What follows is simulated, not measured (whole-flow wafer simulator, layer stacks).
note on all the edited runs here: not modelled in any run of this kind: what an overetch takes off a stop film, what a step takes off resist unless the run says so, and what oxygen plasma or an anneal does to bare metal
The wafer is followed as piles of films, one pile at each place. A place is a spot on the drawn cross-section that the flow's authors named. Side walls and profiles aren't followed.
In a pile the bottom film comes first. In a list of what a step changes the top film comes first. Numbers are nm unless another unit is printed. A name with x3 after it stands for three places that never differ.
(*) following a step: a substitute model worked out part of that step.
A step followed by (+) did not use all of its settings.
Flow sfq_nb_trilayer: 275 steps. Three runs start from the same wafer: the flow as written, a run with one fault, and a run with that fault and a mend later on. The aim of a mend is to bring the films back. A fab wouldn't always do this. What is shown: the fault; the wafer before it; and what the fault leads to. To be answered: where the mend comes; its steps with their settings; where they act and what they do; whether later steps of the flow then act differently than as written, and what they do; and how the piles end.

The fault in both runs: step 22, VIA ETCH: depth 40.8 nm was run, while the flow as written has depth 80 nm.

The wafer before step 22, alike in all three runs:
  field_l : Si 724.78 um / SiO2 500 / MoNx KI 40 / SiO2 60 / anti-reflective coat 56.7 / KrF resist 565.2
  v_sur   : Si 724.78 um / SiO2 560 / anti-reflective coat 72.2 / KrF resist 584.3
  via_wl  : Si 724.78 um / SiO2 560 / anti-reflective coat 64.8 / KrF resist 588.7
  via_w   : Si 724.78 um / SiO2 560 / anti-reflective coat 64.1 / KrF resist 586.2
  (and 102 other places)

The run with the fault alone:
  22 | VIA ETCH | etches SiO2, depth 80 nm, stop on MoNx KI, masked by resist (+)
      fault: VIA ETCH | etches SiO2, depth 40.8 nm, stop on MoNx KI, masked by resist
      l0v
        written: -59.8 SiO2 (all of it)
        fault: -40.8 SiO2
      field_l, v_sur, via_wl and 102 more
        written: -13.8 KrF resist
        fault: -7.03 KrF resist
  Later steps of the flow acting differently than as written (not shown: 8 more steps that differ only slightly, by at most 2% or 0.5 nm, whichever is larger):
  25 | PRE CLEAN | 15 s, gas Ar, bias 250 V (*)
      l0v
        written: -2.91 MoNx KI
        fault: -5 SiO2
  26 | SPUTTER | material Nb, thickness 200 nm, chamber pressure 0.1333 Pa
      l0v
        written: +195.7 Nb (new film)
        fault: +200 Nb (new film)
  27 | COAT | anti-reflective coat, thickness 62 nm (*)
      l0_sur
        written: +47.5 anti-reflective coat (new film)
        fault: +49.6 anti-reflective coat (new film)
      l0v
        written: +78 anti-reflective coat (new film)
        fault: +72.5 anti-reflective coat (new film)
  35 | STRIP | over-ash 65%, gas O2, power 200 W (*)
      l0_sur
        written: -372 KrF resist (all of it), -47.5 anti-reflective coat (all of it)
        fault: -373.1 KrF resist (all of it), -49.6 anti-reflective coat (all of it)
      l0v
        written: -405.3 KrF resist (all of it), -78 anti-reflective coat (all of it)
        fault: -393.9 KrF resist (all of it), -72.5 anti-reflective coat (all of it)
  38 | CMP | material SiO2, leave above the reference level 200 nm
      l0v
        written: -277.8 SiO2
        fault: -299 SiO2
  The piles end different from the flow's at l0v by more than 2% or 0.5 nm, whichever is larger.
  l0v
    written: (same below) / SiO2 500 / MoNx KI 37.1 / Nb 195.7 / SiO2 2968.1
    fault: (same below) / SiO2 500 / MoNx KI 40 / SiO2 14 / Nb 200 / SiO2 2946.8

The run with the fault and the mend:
  After step 22 comes the mend.
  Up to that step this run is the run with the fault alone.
  22a | VIA ETCH | etches SiO2, depth 39.2 nm, stop on MoNx KI, masked by resist (+) (the flow's step 22, run once more with other settings)
      field_l, v_sur, via_wl and 102 more
        -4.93 KrF resist
      l0v
        -19 SiO2 (all of it)
  Later steps of the flow that are run all act as written at every place that is followed, up to a difference of at most 2% or 0.5 nm, whichever is larger.
  At every place that both follow, the piles at the end match the flow's.
